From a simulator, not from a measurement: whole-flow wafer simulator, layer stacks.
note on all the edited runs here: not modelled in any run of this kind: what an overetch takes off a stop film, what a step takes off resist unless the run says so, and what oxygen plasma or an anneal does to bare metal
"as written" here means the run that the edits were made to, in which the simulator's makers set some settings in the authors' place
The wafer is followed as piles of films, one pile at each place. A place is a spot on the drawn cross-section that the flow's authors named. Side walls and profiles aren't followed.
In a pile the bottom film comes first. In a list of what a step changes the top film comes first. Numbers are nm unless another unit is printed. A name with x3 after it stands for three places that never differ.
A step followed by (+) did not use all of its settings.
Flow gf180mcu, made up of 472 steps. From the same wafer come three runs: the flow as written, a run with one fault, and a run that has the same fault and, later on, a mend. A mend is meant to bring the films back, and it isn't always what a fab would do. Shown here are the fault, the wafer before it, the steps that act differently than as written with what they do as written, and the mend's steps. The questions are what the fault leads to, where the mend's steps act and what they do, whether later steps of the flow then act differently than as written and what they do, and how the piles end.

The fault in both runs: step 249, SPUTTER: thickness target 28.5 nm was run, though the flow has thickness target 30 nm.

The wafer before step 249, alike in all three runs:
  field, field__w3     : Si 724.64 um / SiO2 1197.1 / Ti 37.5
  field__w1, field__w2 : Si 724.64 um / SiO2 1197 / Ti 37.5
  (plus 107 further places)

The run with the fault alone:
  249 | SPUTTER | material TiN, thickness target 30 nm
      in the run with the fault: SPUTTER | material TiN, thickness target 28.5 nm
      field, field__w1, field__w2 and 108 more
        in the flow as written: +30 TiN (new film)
        in the run with the fault: +28.5 TiN (new film)
  Steps later in the flow that act otherwise than as written (not shown: 1 more step that differs only slightly, by at most 2% or 0.5 nm, whichever is larger):
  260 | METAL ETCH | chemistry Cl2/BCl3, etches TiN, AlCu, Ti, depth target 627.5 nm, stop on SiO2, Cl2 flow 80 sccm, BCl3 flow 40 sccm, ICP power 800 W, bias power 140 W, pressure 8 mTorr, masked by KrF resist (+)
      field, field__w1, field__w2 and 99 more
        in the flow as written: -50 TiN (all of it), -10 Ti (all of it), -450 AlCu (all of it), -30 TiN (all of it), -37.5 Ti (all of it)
        in the run with the fault: -50 TiN (all of it), -10 Ti (all of it), -450 AlCu (all of it), -28.5 TiN (all of it), -37.5 Ti (all of it)
  By the end, the piles at field__w8, contact, m1 and 6 more depart from the flow's by more than 2% or 0.5 nm, whichever is larger.
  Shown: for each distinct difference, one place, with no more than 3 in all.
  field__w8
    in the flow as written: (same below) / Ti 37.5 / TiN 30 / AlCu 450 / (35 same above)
    in the run with the fault: (same below) / Ti 37.5 / TiN 28.5 / AlCu 450 / (35 same above)
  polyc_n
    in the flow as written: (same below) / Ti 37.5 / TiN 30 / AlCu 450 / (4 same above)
    in the run with the fault: (same below) / Ti 37.5 / TiN 28.5 / AlCu 450 / (4 same above)
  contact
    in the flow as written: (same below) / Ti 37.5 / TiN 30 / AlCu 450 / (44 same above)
    in the run with the fault: (same below) / Ti 37.5 / TiN 28.5 / AlCu 450 / (44 same above)

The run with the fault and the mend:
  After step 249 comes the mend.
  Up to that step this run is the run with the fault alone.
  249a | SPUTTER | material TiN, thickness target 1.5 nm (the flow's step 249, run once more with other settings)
      field, field__w1, field__w2 and 108 more
        +1.5 TiN
  None of the later steps of the flow acts differently than as written at any place that is followed.
  The piles end the same as the flow's at every place that both follow.
